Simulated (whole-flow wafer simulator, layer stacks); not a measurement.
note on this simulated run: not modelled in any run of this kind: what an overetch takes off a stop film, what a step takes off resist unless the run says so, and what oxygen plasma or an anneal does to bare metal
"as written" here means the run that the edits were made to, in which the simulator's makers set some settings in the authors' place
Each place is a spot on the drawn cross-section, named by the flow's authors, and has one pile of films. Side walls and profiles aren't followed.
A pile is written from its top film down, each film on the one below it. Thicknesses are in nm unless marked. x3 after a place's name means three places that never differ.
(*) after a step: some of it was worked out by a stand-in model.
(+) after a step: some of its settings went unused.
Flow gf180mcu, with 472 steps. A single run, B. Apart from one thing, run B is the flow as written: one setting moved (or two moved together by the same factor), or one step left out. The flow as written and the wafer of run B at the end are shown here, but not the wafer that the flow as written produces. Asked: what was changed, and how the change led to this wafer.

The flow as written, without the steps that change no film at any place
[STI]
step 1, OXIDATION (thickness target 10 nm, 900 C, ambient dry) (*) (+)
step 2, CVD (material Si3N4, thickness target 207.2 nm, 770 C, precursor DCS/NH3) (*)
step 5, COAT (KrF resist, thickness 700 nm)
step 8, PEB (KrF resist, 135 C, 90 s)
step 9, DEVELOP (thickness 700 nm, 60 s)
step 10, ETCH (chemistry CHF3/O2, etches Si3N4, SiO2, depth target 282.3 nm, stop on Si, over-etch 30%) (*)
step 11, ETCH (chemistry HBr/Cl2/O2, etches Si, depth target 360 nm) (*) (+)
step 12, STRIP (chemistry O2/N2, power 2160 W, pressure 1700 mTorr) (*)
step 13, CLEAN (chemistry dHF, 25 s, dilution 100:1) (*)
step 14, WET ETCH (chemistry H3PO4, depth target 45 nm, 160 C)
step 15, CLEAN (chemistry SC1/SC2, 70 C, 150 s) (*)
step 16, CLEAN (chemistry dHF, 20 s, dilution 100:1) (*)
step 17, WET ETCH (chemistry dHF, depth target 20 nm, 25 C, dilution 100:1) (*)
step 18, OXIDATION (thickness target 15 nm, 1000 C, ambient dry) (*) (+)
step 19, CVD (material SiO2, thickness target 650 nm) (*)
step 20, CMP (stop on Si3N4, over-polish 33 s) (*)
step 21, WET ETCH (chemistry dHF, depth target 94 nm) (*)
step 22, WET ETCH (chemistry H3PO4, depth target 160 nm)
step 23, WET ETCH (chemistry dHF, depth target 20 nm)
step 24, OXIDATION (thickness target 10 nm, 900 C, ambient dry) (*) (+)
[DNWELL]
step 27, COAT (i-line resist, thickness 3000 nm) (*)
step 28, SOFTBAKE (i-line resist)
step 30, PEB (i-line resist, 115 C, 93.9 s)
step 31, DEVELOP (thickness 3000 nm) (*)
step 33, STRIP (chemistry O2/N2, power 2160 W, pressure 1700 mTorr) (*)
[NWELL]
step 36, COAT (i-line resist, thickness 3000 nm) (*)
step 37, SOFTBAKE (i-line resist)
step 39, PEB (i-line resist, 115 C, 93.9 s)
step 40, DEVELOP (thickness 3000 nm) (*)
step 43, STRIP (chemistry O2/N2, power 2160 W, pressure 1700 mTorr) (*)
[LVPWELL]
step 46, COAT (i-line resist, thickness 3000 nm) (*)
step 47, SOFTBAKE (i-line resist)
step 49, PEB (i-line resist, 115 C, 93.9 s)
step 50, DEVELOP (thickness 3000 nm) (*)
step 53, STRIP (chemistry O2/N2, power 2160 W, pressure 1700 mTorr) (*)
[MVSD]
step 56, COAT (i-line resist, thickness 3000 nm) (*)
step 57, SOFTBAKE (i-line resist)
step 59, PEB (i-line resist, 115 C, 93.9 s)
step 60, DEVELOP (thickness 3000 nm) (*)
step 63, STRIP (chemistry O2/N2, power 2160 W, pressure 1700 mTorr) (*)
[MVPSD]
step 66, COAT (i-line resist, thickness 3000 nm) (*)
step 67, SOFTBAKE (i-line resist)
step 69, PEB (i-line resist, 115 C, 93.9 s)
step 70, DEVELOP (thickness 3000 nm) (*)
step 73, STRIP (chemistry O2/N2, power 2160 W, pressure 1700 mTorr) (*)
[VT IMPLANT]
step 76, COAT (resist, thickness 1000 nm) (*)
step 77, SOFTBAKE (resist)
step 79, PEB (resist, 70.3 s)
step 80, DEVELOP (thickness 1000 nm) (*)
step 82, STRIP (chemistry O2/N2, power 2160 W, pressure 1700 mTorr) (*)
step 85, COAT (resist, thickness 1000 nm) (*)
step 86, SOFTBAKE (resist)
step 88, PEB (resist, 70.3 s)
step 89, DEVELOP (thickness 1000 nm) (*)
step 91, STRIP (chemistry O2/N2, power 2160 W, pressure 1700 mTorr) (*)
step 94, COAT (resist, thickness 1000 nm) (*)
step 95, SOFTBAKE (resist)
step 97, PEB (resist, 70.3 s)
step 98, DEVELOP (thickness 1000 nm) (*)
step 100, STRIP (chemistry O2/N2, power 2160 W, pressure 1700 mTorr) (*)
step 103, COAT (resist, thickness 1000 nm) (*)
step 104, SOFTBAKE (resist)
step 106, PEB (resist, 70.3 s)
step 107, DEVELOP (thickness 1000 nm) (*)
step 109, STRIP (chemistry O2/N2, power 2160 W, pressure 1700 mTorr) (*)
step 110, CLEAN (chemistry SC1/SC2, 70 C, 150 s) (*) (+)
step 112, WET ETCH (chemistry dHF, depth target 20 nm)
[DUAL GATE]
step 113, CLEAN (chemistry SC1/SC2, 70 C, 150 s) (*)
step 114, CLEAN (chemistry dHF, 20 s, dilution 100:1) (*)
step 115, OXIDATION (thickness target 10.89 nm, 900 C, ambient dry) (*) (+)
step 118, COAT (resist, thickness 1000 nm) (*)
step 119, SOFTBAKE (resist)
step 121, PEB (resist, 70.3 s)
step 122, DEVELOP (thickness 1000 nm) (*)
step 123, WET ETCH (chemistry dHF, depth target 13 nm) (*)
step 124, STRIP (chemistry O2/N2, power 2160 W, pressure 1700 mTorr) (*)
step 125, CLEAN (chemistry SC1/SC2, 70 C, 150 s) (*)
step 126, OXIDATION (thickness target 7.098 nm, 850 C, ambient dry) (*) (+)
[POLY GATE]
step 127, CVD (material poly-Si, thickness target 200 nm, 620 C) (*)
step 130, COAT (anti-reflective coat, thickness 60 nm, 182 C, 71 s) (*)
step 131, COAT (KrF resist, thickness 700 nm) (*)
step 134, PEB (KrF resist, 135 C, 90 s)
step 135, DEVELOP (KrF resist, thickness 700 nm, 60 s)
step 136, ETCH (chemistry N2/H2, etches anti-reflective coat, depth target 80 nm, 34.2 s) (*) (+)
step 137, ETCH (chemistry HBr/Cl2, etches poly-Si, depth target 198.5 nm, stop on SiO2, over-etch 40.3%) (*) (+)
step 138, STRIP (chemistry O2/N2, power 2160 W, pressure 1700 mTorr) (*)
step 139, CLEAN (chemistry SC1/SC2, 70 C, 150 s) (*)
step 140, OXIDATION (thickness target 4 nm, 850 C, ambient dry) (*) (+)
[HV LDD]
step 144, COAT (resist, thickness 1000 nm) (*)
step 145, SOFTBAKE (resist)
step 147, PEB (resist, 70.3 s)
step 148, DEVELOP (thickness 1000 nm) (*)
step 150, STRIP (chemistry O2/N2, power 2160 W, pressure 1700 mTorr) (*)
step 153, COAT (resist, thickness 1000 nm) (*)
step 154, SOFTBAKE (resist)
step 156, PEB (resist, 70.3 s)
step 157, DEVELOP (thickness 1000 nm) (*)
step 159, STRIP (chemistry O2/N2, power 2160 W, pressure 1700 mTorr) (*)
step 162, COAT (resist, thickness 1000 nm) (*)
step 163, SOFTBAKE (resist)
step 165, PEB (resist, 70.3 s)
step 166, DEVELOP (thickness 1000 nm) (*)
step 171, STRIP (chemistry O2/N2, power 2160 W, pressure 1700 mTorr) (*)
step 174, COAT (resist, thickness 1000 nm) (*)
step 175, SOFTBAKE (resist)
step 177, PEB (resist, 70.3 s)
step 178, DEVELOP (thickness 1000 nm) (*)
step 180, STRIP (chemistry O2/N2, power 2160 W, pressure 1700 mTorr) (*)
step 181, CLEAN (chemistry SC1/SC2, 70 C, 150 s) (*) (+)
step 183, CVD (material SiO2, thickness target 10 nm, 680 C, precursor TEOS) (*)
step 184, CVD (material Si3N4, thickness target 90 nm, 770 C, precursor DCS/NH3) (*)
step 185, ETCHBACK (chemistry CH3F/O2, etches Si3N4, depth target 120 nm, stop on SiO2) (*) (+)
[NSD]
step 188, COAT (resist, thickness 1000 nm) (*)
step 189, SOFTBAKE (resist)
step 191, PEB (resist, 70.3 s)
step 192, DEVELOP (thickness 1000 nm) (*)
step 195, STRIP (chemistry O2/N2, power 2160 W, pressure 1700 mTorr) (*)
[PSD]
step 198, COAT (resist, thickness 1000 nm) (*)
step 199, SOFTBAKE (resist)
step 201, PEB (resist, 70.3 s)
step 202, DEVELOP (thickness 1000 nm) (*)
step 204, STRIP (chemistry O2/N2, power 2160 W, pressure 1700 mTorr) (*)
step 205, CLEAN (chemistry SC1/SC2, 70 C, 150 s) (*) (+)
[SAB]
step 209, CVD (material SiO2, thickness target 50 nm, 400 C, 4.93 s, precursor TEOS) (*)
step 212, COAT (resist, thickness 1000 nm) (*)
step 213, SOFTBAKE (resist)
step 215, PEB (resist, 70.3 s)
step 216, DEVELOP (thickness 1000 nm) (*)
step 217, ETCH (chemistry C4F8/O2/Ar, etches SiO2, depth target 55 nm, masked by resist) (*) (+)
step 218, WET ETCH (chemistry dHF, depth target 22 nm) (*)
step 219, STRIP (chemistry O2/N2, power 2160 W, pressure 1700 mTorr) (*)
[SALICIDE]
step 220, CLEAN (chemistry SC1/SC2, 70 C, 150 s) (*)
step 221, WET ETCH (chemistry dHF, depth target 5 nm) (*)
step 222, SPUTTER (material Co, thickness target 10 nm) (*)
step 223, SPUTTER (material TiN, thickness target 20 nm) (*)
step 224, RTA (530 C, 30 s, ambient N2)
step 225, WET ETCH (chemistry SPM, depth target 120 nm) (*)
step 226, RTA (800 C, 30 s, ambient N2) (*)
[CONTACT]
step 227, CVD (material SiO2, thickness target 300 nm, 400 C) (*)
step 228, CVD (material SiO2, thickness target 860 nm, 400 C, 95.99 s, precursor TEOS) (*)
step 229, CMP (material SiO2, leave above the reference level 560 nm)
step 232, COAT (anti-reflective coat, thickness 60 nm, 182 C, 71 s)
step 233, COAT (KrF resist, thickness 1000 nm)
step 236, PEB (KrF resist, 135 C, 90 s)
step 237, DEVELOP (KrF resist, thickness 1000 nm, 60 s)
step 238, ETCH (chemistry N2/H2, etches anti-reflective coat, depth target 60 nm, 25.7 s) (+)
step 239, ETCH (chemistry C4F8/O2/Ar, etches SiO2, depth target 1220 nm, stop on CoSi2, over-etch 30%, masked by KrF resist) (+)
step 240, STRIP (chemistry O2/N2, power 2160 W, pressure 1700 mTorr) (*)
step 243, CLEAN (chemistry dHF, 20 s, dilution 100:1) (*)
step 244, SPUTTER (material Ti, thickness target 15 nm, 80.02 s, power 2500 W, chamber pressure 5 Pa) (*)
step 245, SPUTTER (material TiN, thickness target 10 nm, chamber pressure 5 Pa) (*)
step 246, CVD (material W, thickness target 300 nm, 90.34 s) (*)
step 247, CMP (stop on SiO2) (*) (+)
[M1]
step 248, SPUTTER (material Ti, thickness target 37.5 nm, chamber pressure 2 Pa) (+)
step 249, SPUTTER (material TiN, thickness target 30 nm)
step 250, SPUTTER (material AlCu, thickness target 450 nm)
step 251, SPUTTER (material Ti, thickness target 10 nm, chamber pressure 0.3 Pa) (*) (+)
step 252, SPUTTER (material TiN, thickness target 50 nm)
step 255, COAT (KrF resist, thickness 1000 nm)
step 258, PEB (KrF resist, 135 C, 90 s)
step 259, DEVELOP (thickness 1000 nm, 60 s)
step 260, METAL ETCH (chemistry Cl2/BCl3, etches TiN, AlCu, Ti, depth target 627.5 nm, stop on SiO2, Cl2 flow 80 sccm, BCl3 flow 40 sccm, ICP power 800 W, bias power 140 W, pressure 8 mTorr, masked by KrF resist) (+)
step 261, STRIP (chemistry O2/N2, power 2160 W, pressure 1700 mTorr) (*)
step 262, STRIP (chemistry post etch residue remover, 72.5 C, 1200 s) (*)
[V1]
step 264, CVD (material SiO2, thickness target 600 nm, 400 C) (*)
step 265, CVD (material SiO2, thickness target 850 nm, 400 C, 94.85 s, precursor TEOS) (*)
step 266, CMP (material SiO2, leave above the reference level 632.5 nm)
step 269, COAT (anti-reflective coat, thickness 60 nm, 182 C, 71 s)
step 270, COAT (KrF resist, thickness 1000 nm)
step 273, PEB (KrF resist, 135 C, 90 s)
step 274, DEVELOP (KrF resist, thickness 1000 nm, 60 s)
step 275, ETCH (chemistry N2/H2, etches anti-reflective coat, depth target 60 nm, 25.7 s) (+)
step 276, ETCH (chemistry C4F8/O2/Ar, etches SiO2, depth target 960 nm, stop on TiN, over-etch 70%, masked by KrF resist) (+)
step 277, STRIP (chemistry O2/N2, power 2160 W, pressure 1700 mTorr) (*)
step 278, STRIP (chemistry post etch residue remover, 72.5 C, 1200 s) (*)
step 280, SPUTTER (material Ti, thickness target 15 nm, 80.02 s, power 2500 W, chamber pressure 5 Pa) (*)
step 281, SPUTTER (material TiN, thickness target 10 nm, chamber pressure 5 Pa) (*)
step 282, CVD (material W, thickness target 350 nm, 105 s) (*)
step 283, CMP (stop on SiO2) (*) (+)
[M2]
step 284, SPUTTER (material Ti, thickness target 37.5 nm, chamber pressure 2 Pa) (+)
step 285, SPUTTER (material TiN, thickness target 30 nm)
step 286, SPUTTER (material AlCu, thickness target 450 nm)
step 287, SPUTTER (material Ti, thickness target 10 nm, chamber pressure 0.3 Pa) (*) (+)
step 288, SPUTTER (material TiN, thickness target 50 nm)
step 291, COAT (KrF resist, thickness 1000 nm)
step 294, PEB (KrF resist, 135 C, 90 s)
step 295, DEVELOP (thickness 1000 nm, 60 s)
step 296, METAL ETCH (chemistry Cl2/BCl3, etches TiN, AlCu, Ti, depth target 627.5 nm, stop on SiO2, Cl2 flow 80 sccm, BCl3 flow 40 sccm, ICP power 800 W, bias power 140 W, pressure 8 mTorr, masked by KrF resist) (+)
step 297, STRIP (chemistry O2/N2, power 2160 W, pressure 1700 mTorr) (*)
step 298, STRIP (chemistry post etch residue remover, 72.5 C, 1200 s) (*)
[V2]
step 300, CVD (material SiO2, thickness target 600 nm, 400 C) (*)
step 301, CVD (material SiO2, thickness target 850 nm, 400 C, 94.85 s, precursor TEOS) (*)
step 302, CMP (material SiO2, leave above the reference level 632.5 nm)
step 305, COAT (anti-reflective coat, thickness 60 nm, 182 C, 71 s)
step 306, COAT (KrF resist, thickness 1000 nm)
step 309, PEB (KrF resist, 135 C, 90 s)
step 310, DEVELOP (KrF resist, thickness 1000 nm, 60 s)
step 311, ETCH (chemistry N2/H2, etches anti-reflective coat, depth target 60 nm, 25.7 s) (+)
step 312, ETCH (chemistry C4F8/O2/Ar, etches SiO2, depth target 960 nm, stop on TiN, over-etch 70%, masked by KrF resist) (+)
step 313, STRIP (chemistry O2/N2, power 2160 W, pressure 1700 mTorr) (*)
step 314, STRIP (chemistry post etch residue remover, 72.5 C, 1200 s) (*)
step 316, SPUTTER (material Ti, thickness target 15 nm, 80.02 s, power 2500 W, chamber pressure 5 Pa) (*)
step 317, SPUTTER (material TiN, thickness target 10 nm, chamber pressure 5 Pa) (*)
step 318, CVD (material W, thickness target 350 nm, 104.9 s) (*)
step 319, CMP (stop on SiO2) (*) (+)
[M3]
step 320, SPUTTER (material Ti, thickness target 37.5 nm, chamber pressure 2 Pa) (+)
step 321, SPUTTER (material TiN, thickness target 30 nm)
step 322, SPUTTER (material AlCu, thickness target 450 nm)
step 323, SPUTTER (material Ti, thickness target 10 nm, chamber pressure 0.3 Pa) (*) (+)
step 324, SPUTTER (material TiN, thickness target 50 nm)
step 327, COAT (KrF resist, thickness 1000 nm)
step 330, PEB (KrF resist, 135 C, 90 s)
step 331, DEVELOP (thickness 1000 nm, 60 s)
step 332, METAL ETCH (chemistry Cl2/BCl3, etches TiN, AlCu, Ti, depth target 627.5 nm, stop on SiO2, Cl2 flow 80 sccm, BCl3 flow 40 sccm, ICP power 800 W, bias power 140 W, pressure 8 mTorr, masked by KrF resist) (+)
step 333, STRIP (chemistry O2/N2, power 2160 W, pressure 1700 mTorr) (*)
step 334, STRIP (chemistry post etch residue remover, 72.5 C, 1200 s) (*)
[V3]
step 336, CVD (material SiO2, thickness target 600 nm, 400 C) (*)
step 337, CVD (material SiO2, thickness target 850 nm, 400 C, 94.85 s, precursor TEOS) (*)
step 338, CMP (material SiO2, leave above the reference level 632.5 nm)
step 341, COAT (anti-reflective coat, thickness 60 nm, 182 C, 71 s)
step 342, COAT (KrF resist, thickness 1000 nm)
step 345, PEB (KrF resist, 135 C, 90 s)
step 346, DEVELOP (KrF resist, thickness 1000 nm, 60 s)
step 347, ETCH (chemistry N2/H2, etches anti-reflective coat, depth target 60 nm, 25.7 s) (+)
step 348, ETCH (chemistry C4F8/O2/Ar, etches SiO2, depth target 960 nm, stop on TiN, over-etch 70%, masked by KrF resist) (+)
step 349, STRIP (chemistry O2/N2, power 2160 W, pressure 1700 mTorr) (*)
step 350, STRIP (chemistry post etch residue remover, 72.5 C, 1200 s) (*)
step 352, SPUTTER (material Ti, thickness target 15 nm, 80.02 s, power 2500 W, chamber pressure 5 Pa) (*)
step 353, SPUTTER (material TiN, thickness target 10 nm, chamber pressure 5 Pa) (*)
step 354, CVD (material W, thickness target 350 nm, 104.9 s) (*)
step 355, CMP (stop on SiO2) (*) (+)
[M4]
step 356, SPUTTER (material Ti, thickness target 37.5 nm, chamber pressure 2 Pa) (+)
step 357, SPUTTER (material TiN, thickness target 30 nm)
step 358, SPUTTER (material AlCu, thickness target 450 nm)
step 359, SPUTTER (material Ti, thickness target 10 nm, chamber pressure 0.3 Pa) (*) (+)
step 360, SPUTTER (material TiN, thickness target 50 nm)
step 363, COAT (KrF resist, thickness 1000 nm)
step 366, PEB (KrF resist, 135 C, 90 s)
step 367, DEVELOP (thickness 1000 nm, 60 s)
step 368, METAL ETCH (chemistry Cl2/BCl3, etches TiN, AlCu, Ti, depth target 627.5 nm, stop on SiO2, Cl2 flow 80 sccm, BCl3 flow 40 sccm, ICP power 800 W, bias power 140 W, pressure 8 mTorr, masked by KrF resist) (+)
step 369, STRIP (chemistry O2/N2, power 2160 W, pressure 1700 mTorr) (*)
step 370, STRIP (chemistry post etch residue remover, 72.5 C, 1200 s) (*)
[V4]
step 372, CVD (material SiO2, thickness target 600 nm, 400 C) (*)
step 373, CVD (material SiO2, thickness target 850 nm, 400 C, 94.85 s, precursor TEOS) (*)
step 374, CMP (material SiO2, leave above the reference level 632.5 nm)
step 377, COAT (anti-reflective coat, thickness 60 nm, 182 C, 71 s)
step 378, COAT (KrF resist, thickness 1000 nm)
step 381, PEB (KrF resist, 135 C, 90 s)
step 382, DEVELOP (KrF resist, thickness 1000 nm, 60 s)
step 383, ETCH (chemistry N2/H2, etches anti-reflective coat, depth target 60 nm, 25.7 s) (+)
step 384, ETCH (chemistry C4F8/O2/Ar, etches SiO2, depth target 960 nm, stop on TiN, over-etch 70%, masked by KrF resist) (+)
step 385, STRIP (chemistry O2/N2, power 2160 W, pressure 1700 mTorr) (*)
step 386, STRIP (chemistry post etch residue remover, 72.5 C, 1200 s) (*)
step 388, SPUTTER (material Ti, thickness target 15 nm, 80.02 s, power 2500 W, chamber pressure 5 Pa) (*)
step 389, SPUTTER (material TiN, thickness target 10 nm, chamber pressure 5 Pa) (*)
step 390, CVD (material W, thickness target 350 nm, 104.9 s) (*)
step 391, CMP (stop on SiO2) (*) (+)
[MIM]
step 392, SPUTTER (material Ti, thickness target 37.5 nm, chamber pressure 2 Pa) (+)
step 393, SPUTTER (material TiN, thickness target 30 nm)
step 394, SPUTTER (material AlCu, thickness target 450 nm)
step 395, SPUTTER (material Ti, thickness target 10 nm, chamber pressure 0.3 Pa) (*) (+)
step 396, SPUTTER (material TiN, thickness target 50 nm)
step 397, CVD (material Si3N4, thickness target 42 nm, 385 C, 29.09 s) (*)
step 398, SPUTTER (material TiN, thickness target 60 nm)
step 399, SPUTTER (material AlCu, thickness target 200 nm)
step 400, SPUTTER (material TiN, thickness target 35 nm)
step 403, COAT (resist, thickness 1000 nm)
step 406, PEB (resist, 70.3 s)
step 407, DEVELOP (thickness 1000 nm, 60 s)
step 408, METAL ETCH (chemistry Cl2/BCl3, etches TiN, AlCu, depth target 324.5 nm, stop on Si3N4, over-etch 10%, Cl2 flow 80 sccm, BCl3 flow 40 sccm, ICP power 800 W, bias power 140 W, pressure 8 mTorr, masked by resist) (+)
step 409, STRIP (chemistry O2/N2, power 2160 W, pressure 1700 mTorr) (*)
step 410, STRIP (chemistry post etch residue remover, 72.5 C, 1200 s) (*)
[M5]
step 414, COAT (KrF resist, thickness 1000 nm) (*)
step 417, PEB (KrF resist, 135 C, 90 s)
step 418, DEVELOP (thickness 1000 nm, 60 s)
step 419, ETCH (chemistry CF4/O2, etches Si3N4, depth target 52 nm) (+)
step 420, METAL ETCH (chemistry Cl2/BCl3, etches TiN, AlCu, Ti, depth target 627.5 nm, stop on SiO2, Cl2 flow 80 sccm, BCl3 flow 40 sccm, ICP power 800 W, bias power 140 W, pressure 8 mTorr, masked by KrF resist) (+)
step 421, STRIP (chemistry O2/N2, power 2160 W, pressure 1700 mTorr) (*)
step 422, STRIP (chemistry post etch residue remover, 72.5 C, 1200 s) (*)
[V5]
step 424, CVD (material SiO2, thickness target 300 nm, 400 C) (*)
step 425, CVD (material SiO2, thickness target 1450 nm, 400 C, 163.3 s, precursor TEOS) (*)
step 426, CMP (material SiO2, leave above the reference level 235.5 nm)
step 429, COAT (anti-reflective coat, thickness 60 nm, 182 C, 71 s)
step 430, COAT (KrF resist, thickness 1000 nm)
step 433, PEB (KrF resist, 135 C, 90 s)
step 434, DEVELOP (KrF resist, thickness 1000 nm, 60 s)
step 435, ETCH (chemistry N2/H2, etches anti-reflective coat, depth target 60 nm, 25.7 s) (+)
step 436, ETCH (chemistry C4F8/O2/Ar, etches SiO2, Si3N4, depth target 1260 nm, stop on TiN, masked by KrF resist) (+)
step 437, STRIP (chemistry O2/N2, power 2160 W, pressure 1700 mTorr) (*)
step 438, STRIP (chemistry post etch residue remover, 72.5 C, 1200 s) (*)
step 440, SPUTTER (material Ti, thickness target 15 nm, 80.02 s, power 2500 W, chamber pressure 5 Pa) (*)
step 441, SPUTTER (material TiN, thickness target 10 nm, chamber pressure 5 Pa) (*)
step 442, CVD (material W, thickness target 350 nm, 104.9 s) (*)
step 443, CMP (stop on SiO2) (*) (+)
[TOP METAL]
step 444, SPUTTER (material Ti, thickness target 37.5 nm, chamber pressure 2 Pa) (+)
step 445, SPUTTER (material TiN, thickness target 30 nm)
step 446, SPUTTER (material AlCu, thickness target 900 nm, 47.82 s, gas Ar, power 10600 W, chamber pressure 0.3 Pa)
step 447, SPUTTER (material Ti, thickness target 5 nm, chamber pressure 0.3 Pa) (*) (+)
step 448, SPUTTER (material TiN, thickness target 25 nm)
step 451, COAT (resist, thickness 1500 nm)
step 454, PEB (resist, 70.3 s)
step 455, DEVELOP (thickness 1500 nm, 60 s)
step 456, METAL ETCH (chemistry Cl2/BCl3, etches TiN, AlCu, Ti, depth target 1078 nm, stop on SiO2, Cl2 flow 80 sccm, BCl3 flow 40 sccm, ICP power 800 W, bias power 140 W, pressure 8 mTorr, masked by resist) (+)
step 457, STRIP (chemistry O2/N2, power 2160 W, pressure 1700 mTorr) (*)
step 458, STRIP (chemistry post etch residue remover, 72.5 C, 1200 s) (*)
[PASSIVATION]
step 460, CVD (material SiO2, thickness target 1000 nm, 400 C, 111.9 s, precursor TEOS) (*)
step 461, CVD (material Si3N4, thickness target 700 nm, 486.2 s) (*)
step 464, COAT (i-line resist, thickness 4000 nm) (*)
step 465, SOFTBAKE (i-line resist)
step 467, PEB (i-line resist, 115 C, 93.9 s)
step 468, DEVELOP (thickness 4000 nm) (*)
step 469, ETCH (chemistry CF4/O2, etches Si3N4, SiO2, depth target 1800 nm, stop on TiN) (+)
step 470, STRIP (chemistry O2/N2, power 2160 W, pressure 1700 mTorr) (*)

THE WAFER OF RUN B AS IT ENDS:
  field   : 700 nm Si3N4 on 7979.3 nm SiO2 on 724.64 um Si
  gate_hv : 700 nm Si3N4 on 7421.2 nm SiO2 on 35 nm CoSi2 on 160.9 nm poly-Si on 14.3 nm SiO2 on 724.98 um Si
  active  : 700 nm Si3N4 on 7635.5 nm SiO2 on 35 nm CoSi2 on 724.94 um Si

What caused this: step 394, SPUTTER: thickness target 202 nm was run, while the flow as written has thickness target 450 nm.

The path from the change to this, step by step:
  step 394, SPUTTER (material AlCu, thickness target 450 nm)
      field, field__w1, field__w2 and 108 more: +202 AlCu (new film) (in the flow as written it would be: +450 AlCu (new film))
  step 420, METAL ETCH (chemistry Cl2/BCl3, etches TiN, AlCu, Ti, depth target 627.5 nm, stop on SiO2, Cl2 flow 80 sccm, BCl3 flow 40 sccm, ICP power 800 W, bias power 140 W, pressure 8 mTorr, masked by KrF resist) (+)
      field, field__w1, field__w2 and 101 more: -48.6 TiN (all of it), -10 Ti (all of it), -202 AlCu (all of it), -30 TiN (all of it), -37.5 Ti (all of it) (in the flow as written it would be: -48.6 TiN (all of it), -10 Ti (all of it), -450 AlCu (all of it), -30 TiN (all of it), -37.5 Ti (all of it))
      field__w4, field__w8, contact, m1, m1__w1, mim, mim_1p0, m1_nw: -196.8 KrF resist (in the flow as written it would be: -251 KrF resist)
  step 421, STRIP (chemistry O2/N2, power 2160 W, pressure 1700 mTorr) (*)
      field__w8, m1__w1: -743 KrF resist (all of it) (in the flow as written it would be: -688.9 KrF resist (all of it))
      contact, m1: -743.5 KrF resist (all of it) (in the flow as written it would be: -689.3 KrF resist (all of it))
      (also at 4 further places)
  step 426, CMP (material SiO2, leave above the reference level 235.5 nm)
      field, field__w1, field__w5 and 92 more: -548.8 SiO2 (in the flow as written it would be: -300.8 SiO2)
      field__w2, field__w3, field__w12 and 6 more: -532 SiO2 (in the flow as written it would be: -272.7 SiO2)
